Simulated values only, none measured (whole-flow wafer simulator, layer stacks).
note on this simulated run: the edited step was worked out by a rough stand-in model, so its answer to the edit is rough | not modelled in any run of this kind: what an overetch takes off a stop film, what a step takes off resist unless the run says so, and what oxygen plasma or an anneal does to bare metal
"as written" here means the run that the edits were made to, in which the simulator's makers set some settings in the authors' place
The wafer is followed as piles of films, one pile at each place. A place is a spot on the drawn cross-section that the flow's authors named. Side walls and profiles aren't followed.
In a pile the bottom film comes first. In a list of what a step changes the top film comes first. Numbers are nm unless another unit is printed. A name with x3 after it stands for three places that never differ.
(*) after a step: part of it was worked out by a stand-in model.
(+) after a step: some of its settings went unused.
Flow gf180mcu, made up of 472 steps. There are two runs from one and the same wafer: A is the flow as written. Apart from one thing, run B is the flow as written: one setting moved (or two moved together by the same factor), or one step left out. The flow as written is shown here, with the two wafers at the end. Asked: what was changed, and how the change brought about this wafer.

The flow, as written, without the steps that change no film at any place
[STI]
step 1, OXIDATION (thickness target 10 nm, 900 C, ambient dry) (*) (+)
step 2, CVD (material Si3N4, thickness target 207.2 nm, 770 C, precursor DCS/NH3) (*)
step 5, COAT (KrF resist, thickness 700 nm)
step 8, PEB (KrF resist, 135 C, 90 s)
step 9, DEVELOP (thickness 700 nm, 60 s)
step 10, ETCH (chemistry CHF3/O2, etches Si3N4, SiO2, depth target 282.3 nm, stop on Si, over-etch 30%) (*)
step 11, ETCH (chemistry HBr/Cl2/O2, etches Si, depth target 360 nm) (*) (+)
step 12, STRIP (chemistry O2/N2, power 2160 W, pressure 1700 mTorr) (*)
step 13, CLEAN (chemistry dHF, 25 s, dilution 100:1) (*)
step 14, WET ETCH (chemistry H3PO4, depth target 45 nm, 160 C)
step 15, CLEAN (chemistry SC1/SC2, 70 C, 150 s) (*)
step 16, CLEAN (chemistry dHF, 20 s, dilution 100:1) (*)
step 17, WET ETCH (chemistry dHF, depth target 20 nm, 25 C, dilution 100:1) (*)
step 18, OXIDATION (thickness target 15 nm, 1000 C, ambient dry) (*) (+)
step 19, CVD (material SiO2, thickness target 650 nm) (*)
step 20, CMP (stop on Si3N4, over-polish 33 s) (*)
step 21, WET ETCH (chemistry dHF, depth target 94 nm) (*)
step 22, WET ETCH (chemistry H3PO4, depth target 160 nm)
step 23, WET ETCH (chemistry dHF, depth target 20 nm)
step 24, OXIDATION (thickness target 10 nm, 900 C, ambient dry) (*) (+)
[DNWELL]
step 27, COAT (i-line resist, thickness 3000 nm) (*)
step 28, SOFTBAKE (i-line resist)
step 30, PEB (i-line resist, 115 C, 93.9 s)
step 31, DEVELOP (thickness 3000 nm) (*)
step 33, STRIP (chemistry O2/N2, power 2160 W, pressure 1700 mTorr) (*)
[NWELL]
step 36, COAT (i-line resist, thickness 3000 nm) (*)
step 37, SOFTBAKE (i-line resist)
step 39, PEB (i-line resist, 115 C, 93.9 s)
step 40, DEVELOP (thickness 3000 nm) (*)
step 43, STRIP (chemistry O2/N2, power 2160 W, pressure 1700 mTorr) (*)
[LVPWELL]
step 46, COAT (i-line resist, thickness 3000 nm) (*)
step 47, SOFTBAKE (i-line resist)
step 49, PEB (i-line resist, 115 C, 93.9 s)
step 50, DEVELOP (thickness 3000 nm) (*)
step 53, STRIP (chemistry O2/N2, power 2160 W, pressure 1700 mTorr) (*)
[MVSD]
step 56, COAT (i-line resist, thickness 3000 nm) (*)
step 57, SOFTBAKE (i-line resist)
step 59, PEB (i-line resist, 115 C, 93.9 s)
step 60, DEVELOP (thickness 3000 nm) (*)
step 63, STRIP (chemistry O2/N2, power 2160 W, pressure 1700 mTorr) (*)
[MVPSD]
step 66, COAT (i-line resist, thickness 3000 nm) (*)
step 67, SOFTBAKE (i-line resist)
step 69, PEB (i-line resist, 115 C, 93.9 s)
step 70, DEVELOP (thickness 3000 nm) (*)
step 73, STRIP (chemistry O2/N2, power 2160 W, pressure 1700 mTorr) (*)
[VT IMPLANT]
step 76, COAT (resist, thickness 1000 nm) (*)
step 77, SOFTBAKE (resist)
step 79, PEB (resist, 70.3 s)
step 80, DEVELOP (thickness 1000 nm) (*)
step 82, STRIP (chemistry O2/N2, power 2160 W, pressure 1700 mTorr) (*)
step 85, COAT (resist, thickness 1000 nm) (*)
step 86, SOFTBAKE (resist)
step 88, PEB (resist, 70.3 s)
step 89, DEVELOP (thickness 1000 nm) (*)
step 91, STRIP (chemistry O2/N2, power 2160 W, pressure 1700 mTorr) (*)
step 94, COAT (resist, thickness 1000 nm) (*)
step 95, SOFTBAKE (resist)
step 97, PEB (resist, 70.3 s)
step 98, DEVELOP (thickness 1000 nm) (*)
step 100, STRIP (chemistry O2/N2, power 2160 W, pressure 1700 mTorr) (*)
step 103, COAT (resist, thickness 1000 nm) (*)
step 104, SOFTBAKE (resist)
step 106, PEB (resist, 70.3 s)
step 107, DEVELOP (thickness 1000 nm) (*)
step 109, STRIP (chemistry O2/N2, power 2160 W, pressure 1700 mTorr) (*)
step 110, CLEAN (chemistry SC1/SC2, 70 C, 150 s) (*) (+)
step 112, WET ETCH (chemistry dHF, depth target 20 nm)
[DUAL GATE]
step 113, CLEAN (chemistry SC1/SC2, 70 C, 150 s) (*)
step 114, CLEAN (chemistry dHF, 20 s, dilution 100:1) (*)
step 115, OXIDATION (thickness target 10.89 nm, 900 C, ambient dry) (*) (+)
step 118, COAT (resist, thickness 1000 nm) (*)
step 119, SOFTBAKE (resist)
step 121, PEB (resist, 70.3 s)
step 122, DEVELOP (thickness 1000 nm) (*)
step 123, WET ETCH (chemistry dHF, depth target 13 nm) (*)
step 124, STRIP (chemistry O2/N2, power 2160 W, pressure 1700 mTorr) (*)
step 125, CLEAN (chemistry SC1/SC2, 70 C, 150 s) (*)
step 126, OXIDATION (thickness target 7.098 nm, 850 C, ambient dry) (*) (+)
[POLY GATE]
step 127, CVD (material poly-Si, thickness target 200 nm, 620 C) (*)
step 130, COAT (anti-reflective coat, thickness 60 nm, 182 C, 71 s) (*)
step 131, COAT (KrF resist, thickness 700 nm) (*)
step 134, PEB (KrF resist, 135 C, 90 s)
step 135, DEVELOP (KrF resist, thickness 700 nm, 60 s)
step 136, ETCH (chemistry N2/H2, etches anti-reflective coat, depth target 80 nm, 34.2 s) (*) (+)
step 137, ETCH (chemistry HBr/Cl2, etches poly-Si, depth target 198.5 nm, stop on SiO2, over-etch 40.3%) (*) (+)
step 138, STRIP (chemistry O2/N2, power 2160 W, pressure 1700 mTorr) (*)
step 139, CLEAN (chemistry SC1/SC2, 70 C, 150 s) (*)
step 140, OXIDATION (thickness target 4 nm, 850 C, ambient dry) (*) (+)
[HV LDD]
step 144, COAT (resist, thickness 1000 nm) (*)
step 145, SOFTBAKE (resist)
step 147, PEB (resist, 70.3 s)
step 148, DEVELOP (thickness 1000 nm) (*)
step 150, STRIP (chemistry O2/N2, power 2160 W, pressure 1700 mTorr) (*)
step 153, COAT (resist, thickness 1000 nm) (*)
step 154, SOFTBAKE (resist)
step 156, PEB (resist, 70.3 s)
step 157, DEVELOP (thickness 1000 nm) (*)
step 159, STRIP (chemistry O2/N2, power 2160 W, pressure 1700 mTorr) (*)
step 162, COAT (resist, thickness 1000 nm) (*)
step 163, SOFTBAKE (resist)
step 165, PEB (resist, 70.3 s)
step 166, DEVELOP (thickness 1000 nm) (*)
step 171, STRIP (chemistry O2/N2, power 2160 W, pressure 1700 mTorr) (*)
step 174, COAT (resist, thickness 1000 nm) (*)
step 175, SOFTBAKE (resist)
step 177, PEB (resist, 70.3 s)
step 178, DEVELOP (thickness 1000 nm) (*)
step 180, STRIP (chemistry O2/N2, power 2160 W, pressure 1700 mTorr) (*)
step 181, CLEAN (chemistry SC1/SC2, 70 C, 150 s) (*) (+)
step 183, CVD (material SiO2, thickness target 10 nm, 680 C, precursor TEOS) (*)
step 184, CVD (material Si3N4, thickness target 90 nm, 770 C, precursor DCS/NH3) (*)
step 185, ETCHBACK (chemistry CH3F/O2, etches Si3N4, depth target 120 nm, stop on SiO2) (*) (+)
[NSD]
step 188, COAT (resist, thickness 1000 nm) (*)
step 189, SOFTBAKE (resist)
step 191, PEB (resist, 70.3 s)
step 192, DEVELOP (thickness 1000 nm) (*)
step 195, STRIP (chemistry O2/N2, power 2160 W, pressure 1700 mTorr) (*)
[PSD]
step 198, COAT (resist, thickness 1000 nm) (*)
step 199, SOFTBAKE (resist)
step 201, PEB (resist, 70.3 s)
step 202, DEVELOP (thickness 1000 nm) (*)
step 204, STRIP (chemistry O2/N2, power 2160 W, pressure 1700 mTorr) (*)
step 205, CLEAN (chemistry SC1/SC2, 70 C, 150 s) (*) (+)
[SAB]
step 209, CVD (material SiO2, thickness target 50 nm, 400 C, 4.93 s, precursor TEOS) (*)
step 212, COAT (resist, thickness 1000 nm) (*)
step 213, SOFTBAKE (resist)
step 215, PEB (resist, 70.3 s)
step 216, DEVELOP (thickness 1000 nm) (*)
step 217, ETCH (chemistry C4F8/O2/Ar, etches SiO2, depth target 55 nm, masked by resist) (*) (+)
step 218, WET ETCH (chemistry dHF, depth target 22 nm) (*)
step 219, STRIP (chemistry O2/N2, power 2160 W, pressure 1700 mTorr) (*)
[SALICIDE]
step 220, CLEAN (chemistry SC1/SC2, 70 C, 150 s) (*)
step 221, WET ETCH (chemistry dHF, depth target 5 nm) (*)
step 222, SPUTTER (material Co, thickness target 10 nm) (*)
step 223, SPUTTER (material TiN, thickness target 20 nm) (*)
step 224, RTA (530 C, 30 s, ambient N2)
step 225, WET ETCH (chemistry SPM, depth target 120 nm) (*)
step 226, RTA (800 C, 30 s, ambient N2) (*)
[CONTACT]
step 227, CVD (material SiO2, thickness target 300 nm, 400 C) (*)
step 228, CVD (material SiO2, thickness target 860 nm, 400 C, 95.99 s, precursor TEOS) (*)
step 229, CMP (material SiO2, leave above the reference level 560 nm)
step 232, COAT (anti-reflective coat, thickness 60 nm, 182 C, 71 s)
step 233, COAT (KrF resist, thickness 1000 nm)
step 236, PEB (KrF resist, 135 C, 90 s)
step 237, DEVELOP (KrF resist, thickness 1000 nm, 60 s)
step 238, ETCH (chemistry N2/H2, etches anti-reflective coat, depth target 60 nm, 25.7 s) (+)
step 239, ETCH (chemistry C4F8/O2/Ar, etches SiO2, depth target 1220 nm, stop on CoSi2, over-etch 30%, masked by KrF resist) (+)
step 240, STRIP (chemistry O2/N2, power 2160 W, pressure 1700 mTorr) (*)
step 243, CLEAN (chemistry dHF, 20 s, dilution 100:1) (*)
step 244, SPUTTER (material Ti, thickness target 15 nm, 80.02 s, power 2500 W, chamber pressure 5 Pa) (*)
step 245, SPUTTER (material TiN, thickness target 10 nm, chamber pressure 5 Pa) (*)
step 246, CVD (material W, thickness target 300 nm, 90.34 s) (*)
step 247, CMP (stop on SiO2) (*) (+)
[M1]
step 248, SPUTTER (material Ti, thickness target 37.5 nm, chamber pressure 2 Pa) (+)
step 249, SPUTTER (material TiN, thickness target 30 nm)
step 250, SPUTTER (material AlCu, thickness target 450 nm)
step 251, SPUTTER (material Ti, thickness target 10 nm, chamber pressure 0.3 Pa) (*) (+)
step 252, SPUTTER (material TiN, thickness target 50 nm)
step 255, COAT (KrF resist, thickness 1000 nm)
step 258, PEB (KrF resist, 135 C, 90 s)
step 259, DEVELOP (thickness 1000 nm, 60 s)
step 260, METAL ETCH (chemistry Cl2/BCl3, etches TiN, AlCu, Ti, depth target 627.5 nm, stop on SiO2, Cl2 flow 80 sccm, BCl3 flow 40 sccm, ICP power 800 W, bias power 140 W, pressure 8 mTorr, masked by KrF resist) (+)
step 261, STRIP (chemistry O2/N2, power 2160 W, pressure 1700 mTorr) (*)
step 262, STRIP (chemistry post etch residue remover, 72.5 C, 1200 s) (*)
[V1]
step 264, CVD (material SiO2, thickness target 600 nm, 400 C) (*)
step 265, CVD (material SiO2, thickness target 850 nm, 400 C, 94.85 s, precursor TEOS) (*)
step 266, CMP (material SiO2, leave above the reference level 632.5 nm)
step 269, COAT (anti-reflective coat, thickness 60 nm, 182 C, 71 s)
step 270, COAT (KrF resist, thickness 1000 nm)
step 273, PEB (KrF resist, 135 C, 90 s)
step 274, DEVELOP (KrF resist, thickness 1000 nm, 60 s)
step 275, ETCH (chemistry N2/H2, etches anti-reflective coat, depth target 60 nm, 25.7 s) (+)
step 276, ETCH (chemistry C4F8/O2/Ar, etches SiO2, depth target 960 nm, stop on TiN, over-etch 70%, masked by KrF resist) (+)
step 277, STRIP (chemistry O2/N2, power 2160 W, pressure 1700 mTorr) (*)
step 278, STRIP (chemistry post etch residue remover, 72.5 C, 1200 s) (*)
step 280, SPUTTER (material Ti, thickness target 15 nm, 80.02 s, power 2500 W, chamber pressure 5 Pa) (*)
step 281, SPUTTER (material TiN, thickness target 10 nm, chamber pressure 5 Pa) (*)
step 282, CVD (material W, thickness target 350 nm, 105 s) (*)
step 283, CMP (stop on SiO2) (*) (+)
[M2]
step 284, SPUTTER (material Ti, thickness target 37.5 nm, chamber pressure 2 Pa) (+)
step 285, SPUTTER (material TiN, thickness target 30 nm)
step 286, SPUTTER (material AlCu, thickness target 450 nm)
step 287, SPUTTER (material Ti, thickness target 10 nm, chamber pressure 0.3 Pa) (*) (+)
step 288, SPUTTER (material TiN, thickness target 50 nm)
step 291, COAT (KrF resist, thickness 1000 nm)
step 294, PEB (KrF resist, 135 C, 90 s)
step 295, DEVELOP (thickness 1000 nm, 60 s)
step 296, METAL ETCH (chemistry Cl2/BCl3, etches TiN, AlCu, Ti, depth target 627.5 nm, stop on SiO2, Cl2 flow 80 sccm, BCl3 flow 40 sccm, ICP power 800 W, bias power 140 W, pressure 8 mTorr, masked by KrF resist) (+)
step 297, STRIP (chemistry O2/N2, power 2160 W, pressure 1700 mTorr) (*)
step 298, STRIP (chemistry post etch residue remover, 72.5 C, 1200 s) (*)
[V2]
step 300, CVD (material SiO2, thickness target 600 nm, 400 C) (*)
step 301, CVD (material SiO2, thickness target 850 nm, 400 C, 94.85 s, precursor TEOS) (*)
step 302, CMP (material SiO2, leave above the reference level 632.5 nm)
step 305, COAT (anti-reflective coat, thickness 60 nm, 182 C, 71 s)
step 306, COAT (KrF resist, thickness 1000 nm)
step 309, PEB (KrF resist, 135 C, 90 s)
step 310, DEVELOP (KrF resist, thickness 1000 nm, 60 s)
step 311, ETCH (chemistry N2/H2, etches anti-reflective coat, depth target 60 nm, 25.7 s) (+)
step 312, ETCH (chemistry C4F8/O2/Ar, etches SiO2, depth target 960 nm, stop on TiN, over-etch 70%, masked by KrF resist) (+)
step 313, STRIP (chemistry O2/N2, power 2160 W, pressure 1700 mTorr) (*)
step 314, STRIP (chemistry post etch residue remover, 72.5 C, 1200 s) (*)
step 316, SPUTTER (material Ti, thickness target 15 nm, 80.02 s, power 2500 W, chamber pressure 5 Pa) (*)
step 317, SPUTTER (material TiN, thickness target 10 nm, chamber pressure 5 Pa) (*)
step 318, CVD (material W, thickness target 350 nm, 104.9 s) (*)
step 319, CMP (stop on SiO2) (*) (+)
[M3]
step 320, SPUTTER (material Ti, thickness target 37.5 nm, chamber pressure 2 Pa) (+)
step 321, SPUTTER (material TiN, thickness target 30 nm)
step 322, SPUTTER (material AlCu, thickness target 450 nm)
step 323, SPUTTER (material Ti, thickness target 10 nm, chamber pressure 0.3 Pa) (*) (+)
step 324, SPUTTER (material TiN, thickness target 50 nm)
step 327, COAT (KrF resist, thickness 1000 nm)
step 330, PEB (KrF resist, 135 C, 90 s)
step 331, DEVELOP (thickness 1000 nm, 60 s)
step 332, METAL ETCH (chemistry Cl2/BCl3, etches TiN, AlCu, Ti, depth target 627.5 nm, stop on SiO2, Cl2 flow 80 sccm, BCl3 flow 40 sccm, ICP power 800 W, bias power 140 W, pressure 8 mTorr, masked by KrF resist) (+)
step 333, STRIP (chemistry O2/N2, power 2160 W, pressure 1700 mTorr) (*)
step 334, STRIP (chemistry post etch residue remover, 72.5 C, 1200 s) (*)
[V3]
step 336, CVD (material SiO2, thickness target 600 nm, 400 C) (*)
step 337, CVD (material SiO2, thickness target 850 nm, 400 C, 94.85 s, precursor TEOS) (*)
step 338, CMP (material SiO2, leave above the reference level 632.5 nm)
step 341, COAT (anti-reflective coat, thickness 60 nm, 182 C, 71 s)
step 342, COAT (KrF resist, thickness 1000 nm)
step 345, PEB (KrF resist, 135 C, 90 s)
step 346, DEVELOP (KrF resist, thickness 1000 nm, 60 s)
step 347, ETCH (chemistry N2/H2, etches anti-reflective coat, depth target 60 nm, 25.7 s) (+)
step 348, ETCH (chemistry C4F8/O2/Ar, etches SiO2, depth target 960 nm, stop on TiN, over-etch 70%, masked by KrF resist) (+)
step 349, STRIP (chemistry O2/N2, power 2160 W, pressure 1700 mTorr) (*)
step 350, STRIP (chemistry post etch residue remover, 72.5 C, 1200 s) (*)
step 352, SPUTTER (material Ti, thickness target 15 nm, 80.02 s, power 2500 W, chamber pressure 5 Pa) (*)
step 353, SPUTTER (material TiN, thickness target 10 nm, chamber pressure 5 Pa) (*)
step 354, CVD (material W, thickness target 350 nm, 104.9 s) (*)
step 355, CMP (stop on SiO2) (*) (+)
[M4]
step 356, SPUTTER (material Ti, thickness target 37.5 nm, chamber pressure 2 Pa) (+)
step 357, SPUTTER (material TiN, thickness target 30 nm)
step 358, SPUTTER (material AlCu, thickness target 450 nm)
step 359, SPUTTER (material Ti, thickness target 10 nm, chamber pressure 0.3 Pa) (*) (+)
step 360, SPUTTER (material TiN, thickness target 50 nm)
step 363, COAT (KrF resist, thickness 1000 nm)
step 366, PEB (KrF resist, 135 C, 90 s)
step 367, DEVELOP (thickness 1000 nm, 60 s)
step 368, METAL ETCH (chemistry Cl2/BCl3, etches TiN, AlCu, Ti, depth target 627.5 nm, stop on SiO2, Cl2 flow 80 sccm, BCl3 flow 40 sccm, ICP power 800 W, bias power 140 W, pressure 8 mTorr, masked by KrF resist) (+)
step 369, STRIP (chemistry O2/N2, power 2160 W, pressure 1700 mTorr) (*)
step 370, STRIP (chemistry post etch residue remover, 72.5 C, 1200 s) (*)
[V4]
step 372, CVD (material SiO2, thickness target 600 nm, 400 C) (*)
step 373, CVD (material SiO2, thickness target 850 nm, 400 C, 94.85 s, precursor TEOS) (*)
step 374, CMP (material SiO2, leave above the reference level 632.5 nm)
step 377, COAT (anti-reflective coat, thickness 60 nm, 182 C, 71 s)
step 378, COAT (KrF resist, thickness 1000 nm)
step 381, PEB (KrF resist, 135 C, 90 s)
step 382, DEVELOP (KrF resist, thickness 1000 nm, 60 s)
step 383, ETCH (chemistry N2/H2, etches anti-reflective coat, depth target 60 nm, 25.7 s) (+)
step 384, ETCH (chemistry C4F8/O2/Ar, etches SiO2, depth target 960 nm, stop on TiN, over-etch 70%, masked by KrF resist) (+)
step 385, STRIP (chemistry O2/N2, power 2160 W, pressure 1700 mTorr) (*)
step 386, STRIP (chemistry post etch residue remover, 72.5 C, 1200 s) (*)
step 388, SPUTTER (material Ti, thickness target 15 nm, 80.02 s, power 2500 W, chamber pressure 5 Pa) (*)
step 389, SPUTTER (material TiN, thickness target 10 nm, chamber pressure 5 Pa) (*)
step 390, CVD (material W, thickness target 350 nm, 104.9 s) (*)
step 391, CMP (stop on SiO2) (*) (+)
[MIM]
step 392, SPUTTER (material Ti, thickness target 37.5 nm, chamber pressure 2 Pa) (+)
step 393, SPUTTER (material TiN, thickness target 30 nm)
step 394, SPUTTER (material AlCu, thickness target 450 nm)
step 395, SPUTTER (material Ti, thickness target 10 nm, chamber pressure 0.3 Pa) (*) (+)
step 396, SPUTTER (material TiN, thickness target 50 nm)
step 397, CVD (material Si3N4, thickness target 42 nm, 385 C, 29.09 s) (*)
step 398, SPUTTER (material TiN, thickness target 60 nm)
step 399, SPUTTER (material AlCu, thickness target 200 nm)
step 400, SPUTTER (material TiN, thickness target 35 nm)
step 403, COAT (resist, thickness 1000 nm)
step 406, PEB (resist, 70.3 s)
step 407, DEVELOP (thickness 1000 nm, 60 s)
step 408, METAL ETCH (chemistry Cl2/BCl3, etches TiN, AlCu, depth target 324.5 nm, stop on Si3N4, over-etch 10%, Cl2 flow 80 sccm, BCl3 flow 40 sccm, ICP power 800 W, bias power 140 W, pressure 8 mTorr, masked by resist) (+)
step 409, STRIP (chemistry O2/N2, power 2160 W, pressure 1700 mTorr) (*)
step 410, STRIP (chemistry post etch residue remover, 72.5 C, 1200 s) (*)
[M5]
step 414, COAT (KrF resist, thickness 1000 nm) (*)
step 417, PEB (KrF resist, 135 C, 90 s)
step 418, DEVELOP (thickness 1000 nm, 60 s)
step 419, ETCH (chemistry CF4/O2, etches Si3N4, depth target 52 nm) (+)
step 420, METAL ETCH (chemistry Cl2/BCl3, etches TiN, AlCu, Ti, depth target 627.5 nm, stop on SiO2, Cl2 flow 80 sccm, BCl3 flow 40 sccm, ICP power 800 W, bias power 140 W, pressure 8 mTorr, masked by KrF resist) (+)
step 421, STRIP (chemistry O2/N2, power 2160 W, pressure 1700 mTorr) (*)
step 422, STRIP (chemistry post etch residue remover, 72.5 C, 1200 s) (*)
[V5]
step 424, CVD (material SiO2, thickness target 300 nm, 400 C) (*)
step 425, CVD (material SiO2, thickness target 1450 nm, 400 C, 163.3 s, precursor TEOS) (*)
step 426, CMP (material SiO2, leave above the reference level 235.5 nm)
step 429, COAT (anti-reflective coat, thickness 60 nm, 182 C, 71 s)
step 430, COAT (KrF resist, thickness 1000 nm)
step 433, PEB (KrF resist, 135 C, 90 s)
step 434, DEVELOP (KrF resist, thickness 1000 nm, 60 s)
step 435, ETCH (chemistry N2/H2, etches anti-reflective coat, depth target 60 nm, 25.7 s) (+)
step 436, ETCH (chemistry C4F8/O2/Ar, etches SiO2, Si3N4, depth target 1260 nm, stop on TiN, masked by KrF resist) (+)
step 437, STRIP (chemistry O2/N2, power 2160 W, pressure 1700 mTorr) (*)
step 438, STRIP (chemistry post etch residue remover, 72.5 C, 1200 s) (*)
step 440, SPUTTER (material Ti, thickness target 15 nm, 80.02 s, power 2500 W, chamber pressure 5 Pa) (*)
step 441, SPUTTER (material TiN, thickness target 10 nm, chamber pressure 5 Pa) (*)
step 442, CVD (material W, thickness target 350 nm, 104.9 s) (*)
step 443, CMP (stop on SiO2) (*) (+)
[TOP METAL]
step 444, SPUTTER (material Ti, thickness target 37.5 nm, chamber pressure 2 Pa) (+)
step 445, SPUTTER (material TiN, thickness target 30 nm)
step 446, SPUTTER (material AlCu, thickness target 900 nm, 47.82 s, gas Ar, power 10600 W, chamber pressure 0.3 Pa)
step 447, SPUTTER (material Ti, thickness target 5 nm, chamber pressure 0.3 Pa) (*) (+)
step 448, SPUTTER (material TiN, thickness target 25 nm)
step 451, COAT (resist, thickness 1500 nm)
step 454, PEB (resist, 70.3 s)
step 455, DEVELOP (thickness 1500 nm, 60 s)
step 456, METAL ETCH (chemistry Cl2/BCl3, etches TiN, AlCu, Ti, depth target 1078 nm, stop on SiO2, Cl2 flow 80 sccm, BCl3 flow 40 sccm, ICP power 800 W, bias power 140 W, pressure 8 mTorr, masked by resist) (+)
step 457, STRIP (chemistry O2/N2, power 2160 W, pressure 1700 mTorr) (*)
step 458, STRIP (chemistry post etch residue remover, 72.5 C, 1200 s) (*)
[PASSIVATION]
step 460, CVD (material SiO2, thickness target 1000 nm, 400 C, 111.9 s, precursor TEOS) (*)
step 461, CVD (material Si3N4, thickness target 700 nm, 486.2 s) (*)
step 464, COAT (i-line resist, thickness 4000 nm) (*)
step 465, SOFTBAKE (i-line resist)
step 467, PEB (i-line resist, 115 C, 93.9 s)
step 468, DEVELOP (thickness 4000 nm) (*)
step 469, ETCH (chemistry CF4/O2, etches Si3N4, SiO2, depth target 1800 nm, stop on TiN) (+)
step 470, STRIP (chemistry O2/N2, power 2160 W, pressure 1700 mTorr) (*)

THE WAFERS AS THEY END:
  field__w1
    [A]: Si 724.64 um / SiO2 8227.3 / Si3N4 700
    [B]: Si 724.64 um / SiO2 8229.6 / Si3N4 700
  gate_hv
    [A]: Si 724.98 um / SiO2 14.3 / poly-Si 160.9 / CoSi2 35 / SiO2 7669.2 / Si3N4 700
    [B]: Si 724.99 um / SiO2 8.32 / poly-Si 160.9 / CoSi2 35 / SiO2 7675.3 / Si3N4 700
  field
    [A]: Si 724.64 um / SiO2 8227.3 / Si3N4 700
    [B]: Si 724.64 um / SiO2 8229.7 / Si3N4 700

Cause: step 115, OXIDATION: 810 C was run, whereas the flow has 900 C.

Step by step, how the change led to this:
  step 115, OXIDATION (thickness target 10.89 nm, 900 C, ambient dry) (*) (+)
      active, n_well, p_well and 40 more: A +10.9 SiO2 (new film), -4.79 Si | B +4.5 SiO2 (new film), -1.98 Si
      sti, mim_1p0, pad and 21 more: A +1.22 SiO2, -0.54 Si | B +0.22 SiO2, -0.1 Si
      (and at 25 other places as well)
  step 123, WET ETCH (chemistry dHF, depth target 13 nm) (*)
      active, n_well, p_well and 12 more: A -10.9 SiO2 (all of it) | B -4.5 SiO2 (all of it)
  step 130, COAT (anti-reflective coat, thickness 60 nm, 182 C, 71 s) (*)
      p_well, spacer, sd_n: A +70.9 anti-reflective coat (new film) | B +67.5 anti-reflective coat (new film)
      ldn_fp, ldp_fp: A +48.5 anti-reflective coat (new film) | B +47 anti-reflective coat (new film)
      (and at 27 other places as well)
  step 136, ETCH (chemistry N2/H2, etches anti-reflective coat, depth target 80 nm, 34.2 s) (*) (+)
      p_well, spacer, sd_n: A -70.9 anti-reflective coat (all of it), -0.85 poly-Si | B -67.5 anti-reflective coat (all of it), -0.94 poly-Si
      ldn_dft, ldp_dft: A -48.7 anti-reflective coat (all of it), -1.42 poly-Si | B -47.3 anti-reflective coat (all of it), -1.45 poly-Si
      (and at 20 other places as well)
  step 138, STRIP (chemistry O2/N2, power 2160 W, pressure 1700 mTorr) (*)
      gate: A +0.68 chemical SiO2 (new film), -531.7 KrF resist (all of it), -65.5 anti-reflective coat (all of it), -0.3 poly-Si | B +0.68 chemical SiO2 (new film), -530.3 KrF resist (all of it), -63.4 anti-reflective coat (all of it), -0.3 poly-Si
      gate_p: A +0.68 chemical SiO2 (new film), -530.6 KrF resist (all of it), -65.9 anti-reflective coat (all of it), -0.3 poly-Si | B +0.68 chemical SiO2 (new film), -529.4 KrF resist (all of it), -64.2 anti-reflective coat (all of it), -0.3 poly-Si
      (and at 5 other places as well)
  step 145, SOFTBAKE (resist)
      active_nat: A +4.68 resist | B +8.89 resist
  step 154, SOFTBAKE (resist)
      active_nat: A +4.68 resist | B +8.89 resist
  step 163, SOFTBAKE (resist)
      active_nat: A +4.68 resist | B +8.89 resist
  step 175, SOFTBAKE (resist)
      active_nat: A +4.68 resist | B +8.89 resist
  step 189, SOFTBAKE (resist)
      active_hv: A +2.68 resist | B -0.34 resist
  step 199, SOFTBAKE (resist)
      active_hv: A +2.68 resist | B -0.34 resist
  step 218, WET ETCH (chemistry dHF, depth target 22 nm) (*)
      ldn_tap, ldn_src, ldn_drn, ldp_tap, ldp_src, ldp_drn, ldp_gr: A -16 SiO2 (all of it) | B -10.2 SiO2 (all of it)
      ld_drn_n, ld_sd_p: A -14.8 SiO2 (all of it) | B -8.98 SiO2 (all of it)
      (and at 5 other places as well)
  step 223, SPUTTER (material TiN, thickness target 20 nm) (*)
      field__w12: A +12 TiN (new film) | B +12.6 TiN (new film)
      ld_sd_n: A +15.5 TiN (new film) | B +16.1 TiN (new film)
  step 225, WET ETCH (chemistry SPM, depth target 120 nm) (*)
      field__w12: A -12 TiN (all of it), -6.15 Co (all of it) | B -12.6 TiN (all of it), -6.15 Co (all of it)
      ld_sd_n: A -15.5 TiN (all of it) | B -16.1 TiN (all of it)
